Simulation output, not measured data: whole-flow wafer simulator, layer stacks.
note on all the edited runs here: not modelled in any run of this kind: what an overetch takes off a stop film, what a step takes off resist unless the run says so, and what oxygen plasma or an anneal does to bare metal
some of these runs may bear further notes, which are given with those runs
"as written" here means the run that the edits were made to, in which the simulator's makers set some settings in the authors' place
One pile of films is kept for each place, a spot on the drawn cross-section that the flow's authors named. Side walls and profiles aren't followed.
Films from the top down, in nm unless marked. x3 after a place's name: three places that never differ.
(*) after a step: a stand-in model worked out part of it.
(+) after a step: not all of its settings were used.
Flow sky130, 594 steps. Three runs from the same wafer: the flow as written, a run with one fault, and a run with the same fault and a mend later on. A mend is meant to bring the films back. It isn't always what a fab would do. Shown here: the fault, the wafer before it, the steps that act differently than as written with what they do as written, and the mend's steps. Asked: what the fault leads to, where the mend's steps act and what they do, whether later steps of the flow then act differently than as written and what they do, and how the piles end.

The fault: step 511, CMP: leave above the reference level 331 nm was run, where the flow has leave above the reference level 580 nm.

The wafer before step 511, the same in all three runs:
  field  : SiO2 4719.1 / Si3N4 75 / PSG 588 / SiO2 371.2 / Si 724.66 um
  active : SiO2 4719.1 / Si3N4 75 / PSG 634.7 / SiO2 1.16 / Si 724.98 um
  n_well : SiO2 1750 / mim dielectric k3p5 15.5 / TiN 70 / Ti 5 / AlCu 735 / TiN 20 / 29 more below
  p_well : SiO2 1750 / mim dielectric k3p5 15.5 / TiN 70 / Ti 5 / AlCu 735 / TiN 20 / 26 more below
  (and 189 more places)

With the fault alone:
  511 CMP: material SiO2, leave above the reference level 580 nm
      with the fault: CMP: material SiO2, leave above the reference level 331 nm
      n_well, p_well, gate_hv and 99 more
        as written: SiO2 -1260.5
        with the fault: SiO2 -1509.5
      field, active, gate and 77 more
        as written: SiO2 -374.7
        with the fault: SiO2 -623.7
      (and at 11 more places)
  Later steps of the flow that act differently than as written:
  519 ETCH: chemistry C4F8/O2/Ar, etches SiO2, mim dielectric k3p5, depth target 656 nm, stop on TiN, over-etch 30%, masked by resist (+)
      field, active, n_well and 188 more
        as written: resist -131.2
        with the fault: resist -66.7
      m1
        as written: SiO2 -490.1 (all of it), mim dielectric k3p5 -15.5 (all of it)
        with the fault: SiO2 -241.1 (all of it), mim dielectric k3p5 -15.5 (all of it)
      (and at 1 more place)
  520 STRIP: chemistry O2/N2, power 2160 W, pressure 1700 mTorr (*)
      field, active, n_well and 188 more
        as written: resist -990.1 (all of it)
        with the fault: resist -1054.6 (all of it)
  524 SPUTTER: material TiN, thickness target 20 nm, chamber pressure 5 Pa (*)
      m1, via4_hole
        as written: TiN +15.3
        with the fault: TiN +17.2
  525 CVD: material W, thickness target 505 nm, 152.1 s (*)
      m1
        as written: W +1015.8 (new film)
        with the fault: W +568.1 (new film)
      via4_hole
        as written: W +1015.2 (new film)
        with the fault: W +569.2 (new film)
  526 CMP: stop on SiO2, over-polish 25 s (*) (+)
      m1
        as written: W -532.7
        with the fault: W -335.9
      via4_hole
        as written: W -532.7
        with the fault: W -337.7
  At the end the piles differ from the flow's by more than 2% or 0.5 nm, whichever is larger, at field, active, n_well and 190 more.
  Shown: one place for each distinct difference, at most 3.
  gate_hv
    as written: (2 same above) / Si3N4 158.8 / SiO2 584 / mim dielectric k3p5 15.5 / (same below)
    with the fault: (2 same above) / Si3N4 158.8 / SiO2 335 / mim dielectric k3p5 15.5 / (same below)
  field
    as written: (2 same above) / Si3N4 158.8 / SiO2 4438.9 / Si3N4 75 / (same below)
    with the fault: (2 same above) / Si3N4 158.8 / SiO2 4189.9 / Si3N4 75 / (same below)
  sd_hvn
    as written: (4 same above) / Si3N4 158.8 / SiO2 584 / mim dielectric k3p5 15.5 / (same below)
    with the fault: (4 same above) / Si3N4 158.8 / SiO2 335 / mim dielectric k3p5 15.5 / (same below)

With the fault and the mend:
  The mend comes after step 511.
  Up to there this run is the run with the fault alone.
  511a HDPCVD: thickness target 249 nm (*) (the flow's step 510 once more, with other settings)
      field, active, n_well and 190 more
        SiO2 +249
  No later step of the flow acts differently than as written at any place that is followed.
  At the end the piles are the same as the flow's at every place that both follow.
